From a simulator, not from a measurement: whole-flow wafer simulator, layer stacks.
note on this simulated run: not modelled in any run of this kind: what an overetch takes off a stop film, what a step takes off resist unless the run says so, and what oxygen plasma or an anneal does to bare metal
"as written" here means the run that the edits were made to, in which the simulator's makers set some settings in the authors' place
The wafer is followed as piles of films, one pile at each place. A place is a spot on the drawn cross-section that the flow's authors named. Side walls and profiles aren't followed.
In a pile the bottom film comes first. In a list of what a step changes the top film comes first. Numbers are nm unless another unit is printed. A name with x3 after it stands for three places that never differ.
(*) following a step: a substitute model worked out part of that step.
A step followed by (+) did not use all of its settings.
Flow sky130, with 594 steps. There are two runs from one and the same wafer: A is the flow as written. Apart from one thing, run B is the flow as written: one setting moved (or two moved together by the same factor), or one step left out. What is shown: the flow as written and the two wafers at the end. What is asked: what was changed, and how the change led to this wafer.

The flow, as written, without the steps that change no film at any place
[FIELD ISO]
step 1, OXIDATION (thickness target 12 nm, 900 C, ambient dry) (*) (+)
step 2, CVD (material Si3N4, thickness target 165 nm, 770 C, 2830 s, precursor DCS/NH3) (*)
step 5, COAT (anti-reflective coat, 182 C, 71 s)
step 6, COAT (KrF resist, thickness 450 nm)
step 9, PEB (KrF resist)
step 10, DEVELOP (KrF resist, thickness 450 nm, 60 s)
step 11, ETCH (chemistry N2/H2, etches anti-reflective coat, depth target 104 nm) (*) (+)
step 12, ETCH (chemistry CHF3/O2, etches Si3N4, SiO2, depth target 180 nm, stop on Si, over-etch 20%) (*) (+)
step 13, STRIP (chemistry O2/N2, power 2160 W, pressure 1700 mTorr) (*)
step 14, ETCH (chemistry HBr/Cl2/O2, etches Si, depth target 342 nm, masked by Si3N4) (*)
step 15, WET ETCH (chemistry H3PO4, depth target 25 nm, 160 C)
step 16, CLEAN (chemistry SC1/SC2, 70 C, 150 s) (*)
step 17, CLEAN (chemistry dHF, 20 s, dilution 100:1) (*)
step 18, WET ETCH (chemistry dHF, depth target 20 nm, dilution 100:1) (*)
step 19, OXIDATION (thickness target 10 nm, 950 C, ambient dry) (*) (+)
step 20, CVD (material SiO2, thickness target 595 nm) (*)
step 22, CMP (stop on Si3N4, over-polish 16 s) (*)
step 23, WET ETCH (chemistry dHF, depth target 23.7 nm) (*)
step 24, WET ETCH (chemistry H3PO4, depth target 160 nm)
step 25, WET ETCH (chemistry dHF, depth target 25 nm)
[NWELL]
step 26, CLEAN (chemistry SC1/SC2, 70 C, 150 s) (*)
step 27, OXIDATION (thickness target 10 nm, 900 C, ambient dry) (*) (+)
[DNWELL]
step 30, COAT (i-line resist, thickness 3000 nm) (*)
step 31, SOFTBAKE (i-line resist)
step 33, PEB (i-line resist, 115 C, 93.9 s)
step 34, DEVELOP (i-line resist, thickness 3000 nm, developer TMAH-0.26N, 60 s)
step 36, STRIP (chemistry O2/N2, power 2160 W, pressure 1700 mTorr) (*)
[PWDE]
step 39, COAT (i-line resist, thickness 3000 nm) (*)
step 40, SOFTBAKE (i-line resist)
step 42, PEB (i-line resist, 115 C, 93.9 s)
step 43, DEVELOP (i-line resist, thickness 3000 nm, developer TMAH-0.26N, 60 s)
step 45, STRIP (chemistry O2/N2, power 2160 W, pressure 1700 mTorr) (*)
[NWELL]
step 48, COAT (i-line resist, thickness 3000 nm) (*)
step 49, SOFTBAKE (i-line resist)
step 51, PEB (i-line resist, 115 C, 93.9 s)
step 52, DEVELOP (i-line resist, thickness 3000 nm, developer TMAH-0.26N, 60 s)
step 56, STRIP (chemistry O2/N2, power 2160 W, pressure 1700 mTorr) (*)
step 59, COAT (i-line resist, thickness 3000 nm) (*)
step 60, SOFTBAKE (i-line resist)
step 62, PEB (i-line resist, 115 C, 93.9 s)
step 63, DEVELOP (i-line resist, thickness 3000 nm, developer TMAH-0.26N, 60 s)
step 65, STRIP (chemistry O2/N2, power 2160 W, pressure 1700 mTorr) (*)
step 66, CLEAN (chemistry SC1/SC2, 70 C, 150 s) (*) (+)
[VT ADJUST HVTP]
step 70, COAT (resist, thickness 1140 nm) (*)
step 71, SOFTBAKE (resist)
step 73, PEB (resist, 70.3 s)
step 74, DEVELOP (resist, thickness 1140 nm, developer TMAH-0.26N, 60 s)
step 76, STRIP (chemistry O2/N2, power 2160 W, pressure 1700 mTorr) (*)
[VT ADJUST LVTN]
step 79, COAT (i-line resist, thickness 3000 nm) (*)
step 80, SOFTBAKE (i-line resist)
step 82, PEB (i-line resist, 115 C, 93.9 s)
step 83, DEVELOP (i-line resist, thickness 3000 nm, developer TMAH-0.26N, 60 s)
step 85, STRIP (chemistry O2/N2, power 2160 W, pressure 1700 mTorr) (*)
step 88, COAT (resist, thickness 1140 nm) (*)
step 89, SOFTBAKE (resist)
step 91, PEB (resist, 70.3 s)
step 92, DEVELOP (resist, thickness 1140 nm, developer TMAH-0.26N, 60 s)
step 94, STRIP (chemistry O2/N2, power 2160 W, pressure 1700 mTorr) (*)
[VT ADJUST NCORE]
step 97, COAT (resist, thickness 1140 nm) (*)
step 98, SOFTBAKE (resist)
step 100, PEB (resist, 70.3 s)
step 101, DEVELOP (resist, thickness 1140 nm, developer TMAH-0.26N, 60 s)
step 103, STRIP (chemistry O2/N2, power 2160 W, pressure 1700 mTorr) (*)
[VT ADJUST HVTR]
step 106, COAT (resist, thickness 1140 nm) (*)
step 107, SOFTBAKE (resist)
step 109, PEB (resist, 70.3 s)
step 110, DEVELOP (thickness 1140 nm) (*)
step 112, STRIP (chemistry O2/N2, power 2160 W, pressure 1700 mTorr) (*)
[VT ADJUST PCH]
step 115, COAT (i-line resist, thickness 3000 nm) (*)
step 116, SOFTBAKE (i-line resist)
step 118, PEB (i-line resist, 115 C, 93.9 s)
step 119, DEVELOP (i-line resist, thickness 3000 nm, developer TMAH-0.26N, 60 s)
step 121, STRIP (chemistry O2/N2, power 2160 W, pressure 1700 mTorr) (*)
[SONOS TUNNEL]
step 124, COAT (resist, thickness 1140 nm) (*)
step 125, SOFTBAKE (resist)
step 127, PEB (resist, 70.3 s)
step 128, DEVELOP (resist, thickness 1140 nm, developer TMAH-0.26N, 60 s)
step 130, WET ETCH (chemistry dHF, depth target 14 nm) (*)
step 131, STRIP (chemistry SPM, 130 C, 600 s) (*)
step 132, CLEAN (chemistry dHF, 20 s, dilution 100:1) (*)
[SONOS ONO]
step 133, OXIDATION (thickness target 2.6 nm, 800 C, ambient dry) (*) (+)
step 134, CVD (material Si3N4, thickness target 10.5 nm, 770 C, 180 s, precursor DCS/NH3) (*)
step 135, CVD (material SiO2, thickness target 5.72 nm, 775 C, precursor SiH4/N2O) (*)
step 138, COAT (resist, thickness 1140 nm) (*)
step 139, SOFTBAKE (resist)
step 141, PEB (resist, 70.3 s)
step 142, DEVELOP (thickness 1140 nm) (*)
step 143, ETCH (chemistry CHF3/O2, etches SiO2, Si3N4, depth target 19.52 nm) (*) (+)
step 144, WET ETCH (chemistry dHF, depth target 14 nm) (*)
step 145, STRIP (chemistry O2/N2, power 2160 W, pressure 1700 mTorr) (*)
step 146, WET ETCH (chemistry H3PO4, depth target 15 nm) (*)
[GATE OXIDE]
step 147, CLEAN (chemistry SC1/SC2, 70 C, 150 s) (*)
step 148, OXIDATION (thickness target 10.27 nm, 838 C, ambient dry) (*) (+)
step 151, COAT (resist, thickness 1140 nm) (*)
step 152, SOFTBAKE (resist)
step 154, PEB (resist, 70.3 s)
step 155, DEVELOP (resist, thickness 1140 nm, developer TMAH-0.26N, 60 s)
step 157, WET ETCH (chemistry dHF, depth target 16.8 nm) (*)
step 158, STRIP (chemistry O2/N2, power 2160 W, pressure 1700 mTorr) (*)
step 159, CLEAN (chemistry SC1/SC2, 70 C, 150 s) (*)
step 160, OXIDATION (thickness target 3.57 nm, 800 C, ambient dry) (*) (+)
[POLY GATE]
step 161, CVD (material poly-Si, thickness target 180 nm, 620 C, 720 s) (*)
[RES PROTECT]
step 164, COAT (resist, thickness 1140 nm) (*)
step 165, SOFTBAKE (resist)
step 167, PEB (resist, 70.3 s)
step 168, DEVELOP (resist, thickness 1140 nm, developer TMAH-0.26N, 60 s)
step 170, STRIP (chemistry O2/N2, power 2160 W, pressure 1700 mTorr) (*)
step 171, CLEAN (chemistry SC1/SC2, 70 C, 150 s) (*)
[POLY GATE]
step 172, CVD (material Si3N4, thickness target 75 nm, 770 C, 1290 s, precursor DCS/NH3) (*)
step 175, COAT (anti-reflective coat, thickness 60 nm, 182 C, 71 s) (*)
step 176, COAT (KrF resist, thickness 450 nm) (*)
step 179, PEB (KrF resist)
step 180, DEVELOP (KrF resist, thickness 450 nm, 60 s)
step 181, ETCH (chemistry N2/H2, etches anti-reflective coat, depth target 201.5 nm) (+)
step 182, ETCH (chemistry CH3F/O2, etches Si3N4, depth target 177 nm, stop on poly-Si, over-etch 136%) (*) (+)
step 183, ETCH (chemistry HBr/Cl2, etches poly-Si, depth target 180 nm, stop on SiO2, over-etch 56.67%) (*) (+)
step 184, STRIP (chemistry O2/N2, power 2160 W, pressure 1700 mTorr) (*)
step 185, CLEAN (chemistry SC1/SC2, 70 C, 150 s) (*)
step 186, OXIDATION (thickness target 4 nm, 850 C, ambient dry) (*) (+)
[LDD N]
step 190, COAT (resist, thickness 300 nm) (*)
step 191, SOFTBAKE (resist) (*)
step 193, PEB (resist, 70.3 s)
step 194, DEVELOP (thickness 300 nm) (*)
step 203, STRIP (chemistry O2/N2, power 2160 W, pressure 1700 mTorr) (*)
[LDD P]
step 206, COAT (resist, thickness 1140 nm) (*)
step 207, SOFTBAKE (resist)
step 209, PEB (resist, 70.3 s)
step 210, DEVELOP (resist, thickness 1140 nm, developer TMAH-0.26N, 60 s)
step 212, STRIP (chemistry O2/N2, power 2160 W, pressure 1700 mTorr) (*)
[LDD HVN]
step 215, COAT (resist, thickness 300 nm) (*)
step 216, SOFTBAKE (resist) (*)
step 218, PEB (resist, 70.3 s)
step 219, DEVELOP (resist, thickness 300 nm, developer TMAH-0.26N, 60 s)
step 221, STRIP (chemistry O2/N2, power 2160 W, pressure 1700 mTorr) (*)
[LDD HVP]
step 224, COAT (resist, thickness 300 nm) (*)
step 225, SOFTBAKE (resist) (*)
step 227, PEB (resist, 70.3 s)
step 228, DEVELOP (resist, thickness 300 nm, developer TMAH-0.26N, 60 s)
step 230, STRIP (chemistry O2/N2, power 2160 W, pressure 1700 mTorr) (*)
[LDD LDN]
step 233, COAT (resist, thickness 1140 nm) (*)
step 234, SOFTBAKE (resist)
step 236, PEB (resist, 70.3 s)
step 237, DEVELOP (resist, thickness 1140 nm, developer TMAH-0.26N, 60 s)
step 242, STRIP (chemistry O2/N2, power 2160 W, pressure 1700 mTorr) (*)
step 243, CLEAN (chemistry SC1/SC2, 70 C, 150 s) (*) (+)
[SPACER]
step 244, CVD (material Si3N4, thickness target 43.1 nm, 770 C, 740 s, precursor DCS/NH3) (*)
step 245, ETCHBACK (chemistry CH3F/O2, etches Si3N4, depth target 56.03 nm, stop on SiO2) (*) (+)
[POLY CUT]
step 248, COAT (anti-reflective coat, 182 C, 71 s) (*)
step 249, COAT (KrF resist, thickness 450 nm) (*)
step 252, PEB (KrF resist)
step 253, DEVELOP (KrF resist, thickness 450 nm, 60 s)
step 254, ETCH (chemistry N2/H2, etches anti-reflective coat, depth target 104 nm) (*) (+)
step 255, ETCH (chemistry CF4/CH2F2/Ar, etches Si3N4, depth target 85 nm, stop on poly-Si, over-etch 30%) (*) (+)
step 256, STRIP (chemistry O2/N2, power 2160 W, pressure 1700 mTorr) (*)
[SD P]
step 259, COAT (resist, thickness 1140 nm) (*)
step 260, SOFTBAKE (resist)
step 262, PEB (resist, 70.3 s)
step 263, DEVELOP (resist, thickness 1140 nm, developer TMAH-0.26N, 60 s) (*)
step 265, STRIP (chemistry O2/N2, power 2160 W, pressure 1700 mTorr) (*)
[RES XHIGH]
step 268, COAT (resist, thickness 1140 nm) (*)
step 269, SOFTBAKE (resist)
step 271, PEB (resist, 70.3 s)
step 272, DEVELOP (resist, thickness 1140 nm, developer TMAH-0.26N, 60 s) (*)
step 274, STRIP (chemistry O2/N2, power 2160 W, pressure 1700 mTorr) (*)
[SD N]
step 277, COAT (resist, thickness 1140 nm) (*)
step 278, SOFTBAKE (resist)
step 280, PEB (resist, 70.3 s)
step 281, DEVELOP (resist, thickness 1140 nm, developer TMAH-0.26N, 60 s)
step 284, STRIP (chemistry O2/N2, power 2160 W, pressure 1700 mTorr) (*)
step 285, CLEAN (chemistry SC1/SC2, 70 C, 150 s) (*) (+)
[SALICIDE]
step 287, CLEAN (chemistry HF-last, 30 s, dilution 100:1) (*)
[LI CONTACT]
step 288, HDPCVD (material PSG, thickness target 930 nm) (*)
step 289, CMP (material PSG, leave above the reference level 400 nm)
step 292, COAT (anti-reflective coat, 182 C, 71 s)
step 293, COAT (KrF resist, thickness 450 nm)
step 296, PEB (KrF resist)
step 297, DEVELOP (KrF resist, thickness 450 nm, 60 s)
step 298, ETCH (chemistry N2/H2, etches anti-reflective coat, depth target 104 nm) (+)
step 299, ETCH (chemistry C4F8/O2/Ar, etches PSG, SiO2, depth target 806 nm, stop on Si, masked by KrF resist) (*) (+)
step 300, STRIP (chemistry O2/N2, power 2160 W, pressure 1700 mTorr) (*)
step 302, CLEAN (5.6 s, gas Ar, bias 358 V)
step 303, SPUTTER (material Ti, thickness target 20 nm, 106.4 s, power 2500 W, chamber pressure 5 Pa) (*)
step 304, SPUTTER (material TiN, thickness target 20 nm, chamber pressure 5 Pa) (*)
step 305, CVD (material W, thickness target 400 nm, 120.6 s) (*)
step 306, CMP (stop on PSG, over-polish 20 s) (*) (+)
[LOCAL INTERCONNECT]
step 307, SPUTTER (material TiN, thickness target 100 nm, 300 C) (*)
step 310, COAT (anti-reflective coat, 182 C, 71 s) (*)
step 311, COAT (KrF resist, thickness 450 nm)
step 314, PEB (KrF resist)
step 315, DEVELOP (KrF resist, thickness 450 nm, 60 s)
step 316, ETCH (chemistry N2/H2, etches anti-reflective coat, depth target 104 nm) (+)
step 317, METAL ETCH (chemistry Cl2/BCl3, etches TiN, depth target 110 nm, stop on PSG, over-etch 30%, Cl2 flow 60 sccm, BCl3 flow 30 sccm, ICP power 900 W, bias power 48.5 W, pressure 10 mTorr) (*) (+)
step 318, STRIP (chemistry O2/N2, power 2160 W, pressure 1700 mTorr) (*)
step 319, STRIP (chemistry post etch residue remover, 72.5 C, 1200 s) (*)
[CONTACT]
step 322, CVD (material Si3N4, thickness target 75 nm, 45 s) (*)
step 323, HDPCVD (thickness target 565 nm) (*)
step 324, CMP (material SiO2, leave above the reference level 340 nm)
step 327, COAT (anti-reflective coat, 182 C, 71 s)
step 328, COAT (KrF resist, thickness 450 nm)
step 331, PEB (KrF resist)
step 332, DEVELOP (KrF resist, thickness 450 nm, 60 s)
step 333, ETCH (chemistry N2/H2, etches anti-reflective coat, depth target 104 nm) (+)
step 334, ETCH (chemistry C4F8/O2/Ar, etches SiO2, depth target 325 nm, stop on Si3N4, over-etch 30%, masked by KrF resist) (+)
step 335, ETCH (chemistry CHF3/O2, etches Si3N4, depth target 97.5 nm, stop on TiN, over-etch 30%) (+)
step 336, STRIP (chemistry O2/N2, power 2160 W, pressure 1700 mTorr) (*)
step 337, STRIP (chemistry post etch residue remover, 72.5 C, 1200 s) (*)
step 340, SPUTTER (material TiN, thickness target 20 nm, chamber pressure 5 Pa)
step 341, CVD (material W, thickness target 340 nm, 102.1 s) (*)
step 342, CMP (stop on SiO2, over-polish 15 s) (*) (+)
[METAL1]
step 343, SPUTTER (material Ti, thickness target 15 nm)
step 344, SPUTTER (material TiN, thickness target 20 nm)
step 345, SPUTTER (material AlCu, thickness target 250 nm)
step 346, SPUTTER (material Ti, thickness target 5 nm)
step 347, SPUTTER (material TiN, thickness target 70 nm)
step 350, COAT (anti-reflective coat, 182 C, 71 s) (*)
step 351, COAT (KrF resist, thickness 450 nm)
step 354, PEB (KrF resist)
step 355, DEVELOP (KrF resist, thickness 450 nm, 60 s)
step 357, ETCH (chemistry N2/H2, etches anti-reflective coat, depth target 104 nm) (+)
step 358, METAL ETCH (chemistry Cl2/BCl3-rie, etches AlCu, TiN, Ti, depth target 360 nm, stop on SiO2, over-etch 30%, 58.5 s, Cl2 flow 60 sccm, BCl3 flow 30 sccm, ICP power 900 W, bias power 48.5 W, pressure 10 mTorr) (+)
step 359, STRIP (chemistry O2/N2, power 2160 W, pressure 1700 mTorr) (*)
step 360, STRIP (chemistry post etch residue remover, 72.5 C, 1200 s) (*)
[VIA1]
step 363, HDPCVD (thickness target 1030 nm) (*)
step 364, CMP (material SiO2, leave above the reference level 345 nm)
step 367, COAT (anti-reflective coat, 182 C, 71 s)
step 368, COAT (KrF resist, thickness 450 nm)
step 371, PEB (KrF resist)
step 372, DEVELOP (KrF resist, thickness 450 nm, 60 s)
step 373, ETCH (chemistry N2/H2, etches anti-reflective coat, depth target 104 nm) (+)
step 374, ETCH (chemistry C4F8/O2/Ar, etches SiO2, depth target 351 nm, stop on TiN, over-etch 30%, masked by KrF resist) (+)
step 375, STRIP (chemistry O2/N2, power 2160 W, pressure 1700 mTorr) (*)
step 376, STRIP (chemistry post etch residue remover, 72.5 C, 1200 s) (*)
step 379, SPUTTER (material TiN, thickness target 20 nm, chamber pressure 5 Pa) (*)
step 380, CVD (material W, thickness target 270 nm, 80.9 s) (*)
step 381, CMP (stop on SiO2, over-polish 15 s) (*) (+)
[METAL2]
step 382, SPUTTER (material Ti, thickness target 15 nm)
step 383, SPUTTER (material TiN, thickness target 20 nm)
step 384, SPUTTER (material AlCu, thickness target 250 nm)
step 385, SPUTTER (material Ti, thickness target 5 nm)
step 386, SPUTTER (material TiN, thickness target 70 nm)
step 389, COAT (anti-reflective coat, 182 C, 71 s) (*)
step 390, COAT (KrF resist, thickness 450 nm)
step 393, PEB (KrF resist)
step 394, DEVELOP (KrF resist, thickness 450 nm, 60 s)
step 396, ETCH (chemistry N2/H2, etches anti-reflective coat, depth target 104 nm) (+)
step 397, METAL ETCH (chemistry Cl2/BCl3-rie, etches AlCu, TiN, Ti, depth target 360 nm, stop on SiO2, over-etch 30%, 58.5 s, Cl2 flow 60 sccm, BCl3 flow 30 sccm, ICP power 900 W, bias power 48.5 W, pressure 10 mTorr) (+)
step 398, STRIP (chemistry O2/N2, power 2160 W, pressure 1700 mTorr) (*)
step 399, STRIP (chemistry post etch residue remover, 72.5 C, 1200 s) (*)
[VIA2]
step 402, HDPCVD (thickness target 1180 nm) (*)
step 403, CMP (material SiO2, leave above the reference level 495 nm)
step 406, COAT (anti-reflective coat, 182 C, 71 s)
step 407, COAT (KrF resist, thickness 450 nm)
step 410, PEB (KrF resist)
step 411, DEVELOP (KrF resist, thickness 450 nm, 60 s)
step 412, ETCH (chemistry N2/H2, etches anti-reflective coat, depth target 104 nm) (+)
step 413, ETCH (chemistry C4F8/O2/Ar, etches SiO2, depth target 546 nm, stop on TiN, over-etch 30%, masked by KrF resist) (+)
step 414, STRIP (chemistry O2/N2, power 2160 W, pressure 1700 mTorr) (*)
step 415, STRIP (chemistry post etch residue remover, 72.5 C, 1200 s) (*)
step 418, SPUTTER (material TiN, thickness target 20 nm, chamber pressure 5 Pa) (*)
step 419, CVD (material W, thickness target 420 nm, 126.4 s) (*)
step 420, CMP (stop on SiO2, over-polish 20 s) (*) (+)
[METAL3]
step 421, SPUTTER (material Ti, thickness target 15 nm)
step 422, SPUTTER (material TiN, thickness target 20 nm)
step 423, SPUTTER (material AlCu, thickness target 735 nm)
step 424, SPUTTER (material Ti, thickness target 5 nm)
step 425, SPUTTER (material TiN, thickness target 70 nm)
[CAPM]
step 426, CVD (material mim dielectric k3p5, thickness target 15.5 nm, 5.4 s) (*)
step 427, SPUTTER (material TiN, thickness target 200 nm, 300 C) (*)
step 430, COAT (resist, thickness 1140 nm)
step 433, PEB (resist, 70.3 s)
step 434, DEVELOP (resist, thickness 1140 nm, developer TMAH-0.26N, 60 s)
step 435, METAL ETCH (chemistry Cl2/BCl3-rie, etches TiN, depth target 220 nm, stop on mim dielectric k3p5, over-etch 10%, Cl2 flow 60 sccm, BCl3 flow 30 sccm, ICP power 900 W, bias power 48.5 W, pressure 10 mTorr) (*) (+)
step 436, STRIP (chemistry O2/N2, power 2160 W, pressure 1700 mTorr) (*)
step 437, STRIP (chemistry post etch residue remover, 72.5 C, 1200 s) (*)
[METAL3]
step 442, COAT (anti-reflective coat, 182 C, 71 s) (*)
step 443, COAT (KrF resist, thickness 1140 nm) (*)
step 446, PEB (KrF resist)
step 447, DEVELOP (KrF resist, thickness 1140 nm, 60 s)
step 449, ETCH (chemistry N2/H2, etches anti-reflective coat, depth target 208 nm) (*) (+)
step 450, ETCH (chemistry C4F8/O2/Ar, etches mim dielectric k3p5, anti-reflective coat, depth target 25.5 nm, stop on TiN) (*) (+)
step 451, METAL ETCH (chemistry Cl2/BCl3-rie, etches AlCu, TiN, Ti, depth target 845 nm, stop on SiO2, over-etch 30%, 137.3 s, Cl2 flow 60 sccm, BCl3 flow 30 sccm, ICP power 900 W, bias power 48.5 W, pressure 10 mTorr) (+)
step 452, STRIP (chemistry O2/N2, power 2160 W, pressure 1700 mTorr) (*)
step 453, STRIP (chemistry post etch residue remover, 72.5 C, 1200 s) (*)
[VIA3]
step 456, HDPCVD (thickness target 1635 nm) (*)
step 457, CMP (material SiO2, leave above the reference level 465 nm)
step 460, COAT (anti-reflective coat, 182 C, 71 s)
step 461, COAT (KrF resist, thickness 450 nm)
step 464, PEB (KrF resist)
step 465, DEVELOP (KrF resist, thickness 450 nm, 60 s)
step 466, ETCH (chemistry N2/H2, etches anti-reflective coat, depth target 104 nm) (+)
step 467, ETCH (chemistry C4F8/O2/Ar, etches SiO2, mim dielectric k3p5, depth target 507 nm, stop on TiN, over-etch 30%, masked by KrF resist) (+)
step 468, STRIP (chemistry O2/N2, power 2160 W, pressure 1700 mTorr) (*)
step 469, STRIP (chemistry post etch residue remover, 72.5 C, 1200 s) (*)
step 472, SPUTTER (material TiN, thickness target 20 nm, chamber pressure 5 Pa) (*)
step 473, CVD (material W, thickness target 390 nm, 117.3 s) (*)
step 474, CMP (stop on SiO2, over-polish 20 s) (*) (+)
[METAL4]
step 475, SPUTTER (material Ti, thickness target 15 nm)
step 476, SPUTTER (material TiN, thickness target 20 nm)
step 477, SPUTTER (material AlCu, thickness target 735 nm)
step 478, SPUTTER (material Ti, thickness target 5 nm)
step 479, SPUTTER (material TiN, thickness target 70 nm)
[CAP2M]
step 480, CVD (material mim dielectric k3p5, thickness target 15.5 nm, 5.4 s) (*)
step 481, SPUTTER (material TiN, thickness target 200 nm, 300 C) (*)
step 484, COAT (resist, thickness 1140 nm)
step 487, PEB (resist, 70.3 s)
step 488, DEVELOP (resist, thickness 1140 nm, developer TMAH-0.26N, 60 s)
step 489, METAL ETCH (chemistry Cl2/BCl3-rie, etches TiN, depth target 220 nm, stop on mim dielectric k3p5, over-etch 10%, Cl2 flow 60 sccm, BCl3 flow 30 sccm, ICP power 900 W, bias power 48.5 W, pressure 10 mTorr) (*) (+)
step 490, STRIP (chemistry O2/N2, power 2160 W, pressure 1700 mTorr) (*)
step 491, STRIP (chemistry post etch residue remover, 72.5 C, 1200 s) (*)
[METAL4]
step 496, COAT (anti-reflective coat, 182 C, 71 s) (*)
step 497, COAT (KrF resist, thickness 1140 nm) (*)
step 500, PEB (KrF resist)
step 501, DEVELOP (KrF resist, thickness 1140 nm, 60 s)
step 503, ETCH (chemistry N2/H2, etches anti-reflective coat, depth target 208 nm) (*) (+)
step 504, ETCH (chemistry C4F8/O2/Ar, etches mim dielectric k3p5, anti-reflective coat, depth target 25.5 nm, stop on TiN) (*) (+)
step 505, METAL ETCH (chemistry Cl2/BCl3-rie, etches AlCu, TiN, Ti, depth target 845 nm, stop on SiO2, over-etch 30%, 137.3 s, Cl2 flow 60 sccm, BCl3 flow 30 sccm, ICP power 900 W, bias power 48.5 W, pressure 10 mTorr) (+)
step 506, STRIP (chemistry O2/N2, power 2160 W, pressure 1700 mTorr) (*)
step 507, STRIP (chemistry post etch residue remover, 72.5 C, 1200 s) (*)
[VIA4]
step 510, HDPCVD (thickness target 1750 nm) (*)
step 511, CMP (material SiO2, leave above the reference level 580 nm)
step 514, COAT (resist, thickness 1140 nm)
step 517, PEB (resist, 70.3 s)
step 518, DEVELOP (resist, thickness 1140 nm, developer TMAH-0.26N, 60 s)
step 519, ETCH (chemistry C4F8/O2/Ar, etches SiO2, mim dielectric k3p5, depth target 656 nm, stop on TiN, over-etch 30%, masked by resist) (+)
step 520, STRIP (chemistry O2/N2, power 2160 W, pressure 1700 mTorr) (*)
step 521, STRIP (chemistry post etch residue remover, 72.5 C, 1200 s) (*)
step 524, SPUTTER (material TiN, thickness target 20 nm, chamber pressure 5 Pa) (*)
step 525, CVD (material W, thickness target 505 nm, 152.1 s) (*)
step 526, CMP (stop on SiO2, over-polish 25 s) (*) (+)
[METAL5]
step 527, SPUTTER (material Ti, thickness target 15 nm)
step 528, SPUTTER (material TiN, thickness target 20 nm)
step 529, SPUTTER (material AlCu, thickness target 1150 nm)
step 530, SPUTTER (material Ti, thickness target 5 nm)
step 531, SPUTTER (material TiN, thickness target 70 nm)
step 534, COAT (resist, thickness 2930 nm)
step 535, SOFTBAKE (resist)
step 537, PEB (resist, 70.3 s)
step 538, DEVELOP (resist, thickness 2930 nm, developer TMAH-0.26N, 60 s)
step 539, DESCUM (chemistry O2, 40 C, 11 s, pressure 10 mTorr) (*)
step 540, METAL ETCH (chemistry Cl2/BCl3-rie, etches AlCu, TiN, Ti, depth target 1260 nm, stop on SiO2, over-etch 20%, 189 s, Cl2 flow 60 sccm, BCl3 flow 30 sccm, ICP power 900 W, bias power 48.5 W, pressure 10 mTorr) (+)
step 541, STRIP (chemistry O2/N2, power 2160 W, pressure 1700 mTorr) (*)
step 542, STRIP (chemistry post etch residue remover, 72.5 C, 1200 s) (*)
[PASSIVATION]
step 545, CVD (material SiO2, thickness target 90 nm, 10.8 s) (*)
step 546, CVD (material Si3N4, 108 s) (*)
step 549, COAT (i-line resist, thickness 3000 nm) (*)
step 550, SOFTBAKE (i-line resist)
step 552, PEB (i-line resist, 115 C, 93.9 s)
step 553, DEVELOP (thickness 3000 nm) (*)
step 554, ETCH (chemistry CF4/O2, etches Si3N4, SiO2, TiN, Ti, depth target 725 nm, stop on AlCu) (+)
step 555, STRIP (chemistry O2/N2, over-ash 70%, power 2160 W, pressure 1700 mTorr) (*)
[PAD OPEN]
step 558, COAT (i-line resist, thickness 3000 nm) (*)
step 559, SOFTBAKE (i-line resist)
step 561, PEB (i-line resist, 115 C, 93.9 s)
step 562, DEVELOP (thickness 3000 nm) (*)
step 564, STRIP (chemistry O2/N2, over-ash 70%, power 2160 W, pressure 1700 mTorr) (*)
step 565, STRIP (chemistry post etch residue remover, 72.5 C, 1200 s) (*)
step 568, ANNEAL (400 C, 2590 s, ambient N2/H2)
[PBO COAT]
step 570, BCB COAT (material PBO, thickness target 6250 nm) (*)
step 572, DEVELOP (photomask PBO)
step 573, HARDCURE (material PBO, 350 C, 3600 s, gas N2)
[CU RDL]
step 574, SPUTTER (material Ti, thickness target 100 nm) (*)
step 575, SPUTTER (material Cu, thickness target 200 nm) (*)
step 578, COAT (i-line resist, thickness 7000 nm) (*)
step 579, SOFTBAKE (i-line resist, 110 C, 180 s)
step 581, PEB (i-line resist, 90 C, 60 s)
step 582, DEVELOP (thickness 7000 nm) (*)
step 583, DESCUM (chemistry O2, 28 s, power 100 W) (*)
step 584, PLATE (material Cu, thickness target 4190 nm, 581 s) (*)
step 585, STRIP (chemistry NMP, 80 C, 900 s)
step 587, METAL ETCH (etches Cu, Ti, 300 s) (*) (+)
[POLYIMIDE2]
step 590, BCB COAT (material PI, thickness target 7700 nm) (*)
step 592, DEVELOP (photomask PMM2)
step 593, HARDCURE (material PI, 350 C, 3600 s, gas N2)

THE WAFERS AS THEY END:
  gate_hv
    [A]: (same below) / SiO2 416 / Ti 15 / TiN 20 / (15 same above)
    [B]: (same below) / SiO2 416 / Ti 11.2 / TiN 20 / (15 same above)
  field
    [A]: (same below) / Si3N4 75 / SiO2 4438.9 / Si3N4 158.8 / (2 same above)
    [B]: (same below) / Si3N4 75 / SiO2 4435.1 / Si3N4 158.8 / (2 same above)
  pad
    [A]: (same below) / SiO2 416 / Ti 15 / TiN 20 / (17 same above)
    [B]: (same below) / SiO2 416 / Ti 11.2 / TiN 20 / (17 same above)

Cause: step 421, SPUTTER: thickness target 11.2 nm was run, while the flow as written has thickness target 15 nm.
The wafer lets one read it off: gate_hv has Ti 11.2, and step 421 as written asks for 15 nm.

Step by step, how the change led to this:
  step 421, SPUTTER (material Ti, thickness target 15 nm)
      field, active, n_well and 188 more: A +15 Ti (new film) | B +11.2 Ti (new film)
  step 451, METAL ETCH (chemistry Cl2/BCl3-rie, etches AlCu, TiN, Ti, depth target 845 nm, stop on SiO2, over-etch 30%, 137.3 s, Cl2 flow 60 sccm, BCl3 flow 30 sccm, ICP power 900 W, bias power 48.5 W, pressure 10 mTorr) (+)
      field, gate, spacer and 68 more: A -70 TiN (all of it), -5 Ti (all of it), -735 AlCu (all of it), -20 TiN (all of it), -15 Ti (all of it), -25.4 SiO2 | B -70 TiN (all of it), -5 Ti (all of it), -735 AlCu (all of it), -20 TiN (all of it), -11.2 Ti (all of it), -25.7 SiO2
      active, vpp_ln, vpp_iso2 and 11 more: A -70 TiN (all of it), -5 Ti (all of it), -735 AlCu (all of it), -20 TiN (all of it), -15 Ti (all of it), -25.3 SiO2 | B -70 TiN (all of it), -5 Ti (all of it), -735 AlCu (all of it), -20 TiN (all of it), -11.2 Ti (all of it), -25.7 SiO2
